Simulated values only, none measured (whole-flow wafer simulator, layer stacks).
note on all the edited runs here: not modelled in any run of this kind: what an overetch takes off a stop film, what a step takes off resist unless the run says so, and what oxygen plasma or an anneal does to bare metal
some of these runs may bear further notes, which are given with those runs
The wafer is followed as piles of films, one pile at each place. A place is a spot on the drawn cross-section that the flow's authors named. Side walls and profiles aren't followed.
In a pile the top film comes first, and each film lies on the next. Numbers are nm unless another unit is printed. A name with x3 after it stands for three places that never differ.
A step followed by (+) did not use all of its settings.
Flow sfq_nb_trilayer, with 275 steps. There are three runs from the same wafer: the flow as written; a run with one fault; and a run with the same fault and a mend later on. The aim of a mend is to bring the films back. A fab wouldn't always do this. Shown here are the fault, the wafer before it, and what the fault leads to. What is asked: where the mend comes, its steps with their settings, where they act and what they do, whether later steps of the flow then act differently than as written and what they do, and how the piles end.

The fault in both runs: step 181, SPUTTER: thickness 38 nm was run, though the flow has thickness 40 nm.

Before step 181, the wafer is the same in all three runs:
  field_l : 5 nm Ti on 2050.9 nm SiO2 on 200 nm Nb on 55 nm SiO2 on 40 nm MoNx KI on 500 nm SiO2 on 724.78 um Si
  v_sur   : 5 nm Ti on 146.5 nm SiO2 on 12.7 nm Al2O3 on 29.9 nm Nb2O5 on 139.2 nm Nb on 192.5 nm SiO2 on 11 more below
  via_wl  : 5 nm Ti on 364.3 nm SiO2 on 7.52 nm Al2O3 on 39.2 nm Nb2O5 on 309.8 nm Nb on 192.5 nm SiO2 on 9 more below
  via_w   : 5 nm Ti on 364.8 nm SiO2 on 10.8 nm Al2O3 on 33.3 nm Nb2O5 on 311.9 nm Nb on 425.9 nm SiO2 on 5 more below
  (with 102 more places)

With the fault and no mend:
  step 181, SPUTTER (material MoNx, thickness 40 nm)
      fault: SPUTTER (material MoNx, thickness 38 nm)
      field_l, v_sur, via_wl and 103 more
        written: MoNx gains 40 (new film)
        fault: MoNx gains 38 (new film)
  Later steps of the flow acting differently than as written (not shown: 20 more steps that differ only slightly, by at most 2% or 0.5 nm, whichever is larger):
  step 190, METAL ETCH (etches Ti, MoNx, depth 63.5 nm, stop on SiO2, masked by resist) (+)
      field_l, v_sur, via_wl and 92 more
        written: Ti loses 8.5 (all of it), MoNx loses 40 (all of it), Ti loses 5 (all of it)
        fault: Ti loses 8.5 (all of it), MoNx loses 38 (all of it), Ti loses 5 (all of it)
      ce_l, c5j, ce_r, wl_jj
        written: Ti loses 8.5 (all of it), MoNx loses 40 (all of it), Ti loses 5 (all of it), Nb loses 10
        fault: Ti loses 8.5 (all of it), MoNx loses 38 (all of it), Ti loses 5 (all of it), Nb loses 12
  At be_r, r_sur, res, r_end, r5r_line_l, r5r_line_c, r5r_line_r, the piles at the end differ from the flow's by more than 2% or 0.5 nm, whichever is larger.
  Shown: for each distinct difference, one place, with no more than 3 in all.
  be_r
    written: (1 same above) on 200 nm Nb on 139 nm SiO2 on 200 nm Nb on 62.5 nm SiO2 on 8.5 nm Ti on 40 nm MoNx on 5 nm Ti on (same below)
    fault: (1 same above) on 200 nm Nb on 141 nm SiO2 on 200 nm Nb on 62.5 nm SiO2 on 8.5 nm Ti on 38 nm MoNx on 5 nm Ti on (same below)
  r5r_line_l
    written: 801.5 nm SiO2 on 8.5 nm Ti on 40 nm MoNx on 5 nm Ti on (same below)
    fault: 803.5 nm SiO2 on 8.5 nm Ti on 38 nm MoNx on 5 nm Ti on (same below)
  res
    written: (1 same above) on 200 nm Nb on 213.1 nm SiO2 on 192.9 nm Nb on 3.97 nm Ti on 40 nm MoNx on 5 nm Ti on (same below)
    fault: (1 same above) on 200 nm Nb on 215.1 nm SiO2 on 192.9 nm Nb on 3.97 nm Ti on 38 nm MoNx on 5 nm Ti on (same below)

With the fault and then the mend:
  The mend follows step 181.
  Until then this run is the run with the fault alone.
  step 181a, SPUTTER (material MoNx, thickness 2 nm) (the flow's step 181, run once more with other settings)
      field_l, v_sur, via_wl and 103 more
        MoNx gains 2
  None of the later steps of the flow acts differently than as written at any place that is followed.
  The piles end the same as the flow's at every place that both follow.
